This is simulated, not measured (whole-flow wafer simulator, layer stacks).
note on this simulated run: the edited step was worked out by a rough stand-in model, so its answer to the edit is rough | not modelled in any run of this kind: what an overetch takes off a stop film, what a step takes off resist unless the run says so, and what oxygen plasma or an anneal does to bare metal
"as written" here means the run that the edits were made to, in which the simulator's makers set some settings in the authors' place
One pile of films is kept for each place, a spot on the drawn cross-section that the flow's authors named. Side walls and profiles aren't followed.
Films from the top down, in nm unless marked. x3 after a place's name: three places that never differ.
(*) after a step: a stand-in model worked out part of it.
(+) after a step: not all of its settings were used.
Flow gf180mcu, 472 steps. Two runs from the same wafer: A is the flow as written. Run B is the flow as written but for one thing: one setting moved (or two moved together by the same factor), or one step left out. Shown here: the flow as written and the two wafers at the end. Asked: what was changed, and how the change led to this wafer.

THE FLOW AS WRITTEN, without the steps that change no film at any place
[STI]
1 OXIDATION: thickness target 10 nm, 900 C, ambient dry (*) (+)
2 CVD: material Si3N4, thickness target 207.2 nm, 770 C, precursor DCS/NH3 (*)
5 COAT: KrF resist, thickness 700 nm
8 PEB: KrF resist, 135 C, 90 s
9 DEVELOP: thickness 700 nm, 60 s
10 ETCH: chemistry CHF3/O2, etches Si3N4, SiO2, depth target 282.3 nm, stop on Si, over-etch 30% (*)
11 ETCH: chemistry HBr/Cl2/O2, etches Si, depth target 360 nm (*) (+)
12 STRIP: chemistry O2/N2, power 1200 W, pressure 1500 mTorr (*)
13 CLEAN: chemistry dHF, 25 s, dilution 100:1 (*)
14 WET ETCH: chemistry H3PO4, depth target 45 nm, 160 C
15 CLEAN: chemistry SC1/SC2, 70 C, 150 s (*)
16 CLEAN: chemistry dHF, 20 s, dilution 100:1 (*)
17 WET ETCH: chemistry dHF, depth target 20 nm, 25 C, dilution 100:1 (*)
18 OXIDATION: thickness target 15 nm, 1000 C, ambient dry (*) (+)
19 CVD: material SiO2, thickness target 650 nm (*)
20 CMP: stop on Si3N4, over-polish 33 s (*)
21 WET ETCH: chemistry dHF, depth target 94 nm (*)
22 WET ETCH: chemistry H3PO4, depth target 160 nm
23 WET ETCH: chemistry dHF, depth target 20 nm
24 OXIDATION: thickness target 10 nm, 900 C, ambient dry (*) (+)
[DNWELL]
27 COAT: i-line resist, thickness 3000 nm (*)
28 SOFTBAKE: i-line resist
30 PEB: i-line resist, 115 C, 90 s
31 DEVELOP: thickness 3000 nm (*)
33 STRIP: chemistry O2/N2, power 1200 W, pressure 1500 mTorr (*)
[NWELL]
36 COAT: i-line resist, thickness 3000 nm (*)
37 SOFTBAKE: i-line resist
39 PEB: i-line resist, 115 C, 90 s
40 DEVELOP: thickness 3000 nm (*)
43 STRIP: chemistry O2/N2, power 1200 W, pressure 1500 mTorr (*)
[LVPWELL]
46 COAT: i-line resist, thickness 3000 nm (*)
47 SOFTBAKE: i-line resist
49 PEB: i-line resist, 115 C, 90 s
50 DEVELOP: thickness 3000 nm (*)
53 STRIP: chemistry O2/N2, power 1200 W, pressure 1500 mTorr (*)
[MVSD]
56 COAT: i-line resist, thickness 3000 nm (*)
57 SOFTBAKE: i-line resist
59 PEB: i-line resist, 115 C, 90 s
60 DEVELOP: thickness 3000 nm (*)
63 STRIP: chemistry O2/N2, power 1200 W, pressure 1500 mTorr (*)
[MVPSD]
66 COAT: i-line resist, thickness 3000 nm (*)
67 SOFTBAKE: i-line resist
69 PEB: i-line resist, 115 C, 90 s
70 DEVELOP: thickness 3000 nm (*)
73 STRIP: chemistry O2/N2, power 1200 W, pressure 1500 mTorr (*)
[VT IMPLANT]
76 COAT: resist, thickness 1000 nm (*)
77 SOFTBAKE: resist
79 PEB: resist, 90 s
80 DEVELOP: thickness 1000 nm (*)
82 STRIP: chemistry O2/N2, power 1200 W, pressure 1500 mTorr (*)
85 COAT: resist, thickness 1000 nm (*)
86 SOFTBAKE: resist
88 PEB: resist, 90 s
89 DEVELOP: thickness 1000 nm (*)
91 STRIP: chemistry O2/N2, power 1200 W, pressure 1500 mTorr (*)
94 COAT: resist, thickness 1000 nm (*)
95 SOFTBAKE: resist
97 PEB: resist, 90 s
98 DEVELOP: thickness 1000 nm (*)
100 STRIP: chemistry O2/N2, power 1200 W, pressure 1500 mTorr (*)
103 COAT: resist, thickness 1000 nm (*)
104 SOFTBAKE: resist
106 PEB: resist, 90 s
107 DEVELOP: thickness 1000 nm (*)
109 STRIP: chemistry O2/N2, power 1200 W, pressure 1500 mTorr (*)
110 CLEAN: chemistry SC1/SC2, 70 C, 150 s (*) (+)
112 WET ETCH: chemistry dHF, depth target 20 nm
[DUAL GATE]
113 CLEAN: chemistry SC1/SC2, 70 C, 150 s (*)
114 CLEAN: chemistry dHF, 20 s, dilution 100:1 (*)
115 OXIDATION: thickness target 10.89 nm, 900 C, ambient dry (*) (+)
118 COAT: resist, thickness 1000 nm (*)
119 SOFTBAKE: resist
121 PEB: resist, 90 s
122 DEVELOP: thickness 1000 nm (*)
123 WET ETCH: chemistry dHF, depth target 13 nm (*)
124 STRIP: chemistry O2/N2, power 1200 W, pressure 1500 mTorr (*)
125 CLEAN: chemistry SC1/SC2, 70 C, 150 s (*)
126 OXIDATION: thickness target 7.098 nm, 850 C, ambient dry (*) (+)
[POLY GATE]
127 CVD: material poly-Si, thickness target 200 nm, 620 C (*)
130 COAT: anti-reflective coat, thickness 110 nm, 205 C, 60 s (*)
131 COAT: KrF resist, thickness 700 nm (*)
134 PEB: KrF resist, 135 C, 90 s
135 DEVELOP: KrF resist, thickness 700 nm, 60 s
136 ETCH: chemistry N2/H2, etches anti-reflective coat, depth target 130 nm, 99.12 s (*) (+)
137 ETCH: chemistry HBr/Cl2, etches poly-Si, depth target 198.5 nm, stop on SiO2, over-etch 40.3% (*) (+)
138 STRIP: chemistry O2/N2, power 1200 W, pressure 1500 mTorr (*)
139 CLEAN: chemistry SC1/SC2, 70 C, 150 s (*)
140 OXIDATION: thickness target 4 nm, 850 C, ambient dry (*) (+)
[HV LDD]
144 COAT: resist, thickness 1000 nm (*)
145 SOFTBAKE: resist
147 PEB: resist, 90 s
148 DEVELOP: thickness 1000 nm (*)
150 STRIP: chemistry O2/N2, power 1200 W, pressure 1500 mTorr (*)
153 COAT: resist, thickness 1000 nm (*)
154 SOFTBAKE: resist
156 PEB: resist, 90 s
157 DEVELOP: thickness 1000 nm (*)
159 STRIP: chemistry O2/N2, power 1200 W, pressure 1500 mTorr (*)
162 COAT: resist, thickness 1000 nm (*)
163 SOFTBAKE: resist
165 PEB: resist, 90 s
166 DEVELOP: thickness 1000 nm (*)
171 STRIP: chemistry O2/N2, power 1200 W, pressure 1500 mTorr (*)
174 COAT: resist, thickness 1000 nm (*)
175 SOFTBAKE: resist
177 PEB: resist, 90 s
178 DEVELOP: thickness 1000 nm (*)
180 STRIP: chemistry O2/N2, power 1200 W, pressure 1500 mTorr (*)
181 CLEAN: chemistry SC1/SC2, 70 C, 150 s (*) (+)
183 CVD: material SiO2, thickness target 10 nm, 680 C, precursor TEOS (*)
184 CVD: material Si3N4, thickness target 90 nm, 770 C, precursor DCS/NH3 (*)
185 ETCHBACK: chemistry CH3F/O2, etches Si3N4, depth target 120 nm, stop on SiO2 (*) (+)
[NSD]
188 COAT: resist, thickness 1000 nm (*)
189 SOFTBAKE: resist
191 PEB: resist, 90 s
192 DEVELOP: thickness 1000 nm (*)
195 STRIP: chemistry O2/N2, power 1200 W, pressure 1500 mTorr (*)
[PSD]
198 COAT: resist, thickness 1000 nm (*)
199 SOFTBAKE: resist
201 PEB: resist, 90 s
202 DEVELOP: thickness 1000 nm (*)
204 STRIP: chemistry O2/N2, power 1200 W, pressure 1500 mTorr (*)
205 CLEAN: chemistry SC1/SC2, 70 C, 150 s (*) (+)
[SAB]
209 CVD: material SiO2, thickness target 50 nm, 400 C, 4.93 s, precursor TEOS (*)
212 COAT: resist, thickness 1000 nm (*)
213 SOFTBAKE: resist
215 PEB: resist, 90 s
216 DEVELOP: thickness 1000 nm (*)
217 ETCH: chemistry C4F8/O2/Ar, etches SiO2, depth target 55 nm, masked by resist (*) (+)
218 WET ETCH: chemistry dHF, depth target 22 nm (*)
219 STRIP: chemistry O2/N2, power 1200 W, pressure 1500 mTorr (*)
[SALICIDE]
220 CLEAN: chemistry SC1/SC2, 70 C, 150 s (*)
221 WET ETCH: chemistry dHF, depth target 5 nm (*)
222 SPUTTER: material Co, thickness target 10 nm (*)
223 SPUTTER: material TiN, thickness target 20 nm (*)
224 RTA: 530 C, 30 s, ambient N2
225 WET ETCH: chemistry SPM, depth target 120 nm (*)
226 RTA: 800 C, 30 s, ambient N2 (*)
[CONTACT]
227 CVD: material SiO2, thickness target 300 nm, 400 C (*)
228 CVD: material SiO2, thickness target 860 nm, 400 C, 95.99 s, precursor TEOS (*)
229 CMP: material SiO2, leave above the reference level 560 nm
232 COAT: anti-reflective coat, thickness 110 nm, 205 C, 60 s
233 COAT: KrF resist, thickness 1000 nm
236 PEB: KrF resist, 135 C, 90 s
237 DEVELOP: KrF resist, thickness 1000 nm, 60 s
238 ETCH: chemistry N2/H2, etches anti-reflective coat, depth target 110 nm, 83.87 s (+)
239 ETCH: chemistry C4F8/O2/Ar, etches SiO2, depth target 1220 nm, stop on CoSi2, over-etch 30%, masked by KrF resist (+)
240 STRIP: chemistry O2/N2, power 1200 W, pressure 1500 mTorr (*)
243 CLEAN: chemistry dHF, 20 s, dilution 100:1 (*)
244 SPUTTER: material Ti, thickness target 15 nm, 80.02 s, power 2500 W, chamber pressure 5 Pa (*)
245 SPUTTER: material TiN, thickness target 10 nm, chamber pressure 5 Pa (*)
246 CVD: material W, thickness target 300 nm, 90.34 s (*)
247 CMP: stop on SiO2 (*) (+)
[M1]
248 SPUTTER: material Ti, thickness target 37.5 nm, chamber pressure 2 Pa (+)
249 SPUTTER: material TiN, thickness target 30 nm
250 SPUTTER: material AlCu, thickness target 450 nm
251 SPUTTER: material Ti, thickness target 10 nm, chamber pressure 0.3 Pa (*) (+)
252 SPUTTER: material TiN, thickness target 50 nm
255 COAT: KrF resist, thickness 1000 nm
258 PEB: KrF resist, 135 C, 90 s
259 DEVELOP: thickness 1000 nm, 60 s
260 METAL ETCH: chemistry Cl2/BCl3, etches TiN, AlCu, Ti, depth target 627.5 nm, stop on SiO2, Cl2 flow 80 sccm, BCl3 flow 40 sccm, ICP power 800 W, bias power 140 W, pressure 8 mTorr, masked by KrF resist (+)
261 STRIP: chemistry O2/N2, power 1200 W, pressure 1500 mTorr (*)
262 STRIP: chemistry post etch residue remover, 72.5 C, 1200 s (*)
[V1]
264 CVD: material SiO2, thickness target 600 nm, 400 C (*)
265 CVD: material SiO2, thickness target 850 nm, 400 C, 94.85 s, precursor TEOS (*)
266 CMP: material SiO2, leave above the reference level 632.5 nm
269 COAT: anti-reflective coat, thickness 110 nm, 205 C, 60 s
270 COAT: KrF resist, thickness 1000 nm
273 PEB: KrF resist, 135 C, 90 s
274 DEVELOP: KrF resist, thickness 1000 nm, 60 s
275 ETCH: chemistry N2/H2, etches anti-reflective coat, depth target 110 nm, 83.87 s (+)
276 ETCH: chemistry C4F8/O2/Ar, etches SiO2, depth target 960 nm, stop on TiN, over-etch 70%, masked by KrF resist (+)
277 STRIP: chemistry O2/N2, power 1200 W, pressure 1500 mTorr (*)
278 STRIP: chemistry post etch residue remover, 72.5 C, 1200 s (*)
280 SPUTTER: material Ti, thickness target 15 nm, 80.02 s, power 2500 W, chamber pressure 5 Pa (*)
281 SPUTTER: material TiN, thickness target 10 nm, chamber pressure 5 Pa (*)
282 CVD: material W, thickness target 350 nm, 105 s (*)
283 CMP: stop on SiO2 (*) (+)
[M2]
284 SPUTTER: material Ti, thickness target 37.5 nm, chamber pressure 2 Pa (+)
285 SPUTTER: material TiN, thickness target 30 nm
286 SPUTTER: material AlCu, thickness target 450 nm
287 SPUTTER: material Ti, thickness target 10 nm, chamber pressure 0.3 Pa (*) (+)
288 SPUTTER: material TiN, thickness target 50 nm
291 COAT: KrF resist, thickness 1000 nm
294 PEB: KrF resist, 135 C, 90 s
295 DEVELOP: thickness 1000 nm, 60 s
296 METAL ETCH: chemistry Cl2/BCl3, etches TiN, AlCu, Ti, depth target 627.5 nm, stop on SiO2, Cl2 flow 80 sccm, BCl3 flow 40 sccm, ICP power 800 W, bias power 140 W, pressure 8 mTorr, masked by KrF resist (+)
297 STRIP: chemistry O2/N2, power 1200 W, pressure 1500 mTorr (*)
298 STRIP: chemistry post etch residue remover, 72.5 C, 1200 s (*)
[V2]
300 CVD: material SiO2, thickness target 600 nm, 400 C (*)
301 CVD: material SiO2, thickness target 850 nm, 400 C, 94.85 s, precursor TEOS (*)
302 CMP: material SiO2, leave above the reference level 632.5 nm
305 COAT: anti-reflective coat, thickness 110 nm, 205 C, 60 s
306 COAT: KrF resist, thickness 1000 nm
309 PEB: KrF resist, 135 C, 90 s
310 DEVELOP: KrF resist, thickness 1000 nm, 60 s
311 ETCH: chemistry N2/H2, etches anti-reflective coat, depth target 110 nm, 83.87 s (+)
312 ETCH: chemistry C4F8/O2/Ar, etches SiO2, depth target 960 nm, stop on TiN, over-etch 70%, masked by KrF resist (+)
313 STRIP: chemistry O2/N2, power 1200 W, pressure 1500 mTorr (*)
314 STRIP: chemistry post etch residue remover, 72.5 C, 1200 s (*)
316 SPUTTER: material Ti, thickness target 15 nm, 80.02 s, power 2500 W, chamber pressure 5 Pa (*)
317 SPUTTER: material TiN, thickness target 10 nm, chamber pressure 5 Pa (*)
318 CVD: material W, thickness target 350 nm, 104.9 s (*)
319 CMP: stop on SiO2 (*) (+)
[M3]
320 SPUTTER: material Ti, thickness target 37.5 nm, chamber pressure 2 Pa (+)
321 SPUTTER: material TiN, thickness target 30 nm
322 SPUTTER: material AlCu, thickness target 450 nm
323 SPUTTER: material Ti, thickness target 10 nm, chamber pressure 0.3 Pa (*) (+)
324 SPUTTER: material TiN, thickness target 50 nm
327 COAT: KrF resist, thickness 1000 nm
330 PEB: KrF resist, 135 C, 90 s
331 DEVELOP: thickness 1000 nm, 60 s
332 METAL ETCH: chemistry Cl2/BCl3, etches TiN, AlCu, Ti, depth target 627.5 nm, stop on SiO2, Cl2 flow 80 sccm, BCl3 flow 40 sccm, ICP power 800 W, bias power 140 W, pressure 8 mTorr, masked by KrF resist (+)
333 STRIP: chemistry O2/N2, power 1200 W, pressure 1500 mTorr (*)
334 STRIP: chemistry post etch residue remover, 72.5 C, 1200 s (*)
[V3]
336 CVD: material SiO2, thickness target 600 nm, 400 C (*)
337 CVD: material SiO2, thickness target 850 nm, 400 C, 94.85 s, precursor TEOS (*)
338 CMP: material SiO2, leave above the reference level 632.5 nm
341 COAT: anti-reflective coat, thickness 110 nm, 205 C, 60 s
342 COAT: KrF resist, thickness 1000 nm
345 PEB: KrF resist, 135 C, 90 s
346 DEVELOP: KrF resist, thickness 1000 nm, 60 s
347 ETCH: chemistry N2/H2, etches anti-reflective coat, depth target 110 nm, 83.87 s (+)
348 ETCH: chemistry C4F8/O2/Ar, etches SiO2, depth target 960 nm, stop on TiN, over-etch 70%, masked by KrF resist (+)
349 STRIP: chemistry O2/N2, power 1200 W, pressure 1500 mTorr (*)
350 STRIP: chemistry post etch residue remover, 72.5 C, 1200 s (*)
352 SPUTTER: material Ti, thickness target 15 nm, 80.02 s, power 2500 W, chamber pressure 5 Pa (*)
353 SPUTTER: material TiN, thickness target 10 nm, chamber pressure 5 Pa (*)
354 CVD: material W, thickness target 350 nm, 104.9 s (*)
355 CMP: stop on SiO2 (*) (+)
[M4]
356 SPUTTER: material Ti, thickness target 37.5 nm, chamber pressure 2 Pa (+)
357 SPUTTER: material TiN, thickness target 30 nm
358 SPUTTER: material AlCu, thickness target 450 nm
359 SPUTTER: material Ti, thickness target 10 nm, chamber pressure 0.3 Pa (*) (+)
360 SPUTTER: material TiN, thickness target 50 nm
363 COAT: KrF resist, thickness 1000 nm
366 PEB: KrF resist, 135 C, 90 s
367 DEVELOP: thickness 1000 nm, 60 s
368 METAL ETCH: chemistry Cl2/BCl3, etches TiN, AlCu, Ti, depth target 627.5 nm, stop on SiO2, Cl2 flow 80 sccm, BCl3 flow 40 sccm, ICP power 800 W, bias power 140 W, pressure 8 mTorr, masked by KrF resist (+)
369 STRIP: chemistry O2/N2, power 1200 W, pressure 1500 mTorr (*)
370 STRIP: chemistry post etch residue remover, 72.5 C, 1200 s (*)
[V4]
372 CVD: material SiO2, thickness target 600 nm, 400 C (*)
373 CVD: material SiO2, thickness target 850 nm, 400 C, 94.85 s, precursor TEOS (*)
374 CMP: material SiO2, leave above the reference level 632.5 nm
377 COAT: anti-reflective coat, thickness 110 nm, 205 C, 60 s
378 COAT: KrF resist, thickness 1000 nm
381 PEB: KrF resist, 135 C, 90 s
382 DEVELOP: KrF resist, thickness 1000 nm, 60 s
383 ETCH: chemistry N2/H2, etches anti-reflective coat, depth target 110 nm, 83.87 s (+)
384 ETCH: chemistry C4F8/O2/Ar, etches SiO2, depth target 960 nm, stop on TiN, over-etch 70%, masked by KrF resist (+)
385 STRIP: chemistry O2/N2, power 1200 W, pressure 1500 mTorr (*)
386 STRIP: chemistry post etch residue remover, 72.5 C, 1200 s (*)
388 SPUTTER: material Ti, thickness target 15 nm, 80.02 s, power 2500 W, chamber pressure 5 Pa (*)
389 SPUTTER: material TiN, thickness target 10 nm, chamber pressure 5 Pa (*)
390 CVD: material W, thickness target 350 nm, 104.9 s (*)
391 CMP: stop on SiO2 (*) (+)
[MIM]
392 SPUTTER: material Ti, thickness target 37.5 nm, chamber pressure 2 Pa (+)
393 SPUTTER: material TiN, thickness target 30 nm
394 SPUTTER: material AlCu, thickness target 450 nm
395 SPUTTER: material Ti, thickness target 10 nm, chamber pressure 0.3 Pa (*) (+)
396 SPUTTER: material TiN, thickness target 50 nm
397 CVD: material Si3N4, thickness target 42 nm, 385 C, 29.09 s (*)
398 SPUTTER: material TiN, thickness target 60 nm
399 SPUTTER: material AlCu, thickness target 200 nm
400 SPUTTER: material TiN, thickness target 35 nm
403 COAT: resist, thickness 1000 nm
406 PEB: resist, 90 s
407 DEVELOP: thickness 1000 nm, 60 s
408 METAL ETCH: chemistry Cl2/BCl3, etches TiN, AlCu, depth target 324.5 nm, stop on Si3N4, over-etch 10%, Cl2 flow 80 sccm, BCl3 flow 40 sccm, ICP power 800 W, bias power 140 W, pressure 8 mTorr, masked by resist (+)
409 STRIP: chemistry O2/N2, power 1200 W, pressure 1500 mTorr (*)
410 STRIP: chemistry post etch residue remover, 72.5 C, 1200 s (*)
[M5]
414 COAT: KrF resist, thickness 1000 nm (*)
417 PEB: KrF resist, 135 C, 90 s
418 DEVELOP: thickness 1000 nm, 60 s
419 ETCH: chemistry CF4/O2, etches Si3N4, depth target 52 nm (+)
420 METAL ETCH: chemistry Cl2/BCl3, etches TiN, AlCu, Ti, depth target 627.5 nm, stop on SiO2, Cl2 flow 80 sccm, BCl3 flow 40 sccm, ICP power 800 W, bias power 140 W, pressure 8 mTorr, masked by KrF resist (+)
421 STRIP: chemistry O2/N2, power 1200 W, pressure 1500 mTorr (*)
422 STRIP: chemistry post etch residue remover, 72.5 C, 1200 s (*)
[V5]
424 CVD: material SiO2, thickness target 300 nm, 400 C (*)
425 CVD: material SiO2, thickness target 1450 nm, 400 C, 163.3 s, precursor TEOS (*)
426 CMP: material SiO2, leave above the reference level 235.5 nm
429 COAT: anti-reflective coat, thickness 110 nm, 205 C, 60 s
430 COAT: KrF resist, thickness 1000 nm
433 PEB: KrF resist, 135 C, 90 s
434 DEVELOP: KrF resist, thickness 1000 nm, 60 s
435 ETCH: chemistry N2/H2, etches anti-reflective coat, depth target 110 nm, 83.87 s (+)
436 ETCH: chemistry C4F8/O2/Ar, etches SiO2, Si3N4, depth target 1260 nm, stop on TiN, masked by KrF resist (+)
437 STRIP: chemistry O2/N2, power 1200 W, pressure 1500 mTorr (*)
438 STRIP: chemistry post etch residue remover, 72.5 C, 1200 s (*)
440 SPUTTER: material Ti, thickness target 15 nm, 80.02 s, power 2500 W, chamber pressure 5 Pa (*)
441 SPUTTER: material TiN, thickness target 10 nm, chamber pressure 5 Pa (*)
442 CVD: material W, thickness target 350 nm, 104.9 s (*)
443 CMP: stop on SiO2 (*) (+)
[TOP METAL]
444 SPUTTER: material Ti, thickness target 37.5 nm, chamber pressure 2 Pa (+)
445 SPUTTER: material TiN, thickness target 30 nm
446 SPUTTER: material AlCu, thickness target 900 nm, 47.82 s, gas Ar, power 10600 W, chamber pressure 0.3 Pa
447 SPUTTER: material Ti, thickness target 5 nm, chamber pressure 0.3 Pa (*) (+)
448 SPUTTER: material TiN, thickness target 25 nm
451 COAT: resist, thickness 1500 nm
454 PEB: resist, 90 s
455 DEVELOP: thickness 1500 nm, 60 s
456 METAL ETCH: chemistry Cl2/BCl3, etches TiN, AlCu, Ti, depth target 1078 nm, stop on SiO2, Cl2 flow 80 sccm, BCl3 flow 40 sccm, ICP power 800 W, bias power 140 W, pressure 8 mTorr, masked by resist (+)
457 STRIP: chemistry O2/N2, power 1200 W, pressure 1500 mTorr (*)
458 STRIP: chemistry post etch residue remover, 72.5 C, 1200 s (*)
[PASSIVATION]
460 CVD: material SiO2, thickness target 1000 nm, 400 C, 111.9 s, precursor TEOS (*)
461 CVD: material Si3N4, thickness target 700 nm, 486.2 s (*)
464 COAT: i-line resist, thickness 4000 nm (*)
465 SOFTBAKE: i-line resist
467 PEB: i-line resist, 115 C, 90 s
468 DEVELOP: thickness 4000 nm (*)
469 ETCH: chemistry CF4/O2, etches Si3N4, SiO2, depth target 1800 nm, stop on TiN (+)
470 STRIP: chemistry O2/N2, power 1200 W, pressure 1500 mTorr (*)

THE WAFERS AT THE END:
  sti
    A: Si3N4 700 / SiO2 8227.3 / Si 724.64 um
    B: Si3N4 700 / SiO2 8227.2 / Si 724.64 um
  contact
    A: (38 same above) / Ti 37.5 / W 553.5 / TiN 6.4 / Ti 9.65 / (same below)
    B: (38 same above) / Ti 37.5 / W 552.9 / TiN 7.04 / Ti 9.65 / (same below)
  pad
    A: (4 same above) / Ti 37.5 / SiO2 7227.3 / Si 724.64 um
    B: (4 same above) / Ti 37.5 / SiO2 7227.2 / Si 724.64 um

The cause: step 281, SPUTTER: thickness target 11 nm was run, where the flow has thickness target 10 nm.

How the change led to this, step by step:
  281 SPUTTER: material TiN, thickness target 10 nm, chamber pressure 5 Pa (*)
      field, field__w1, field__w2 and 107 more: A TiN +10 (new film) | B TiN +11 (new film)
      contact: A TiN +6.4 (new film) | B TiN +7.04 (new film)
  283 CMP: stop on SiO2 (*) (+)
      field, field__w1, field__w2 and 107 more: A W -350 (all of it), TiN -10 (all of it), Ti -15 (all of it), SiO2 -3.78 | B W -350 (all of it), TiN -11 (all of it), Ti -15 (all of it), SiO2 -3.79
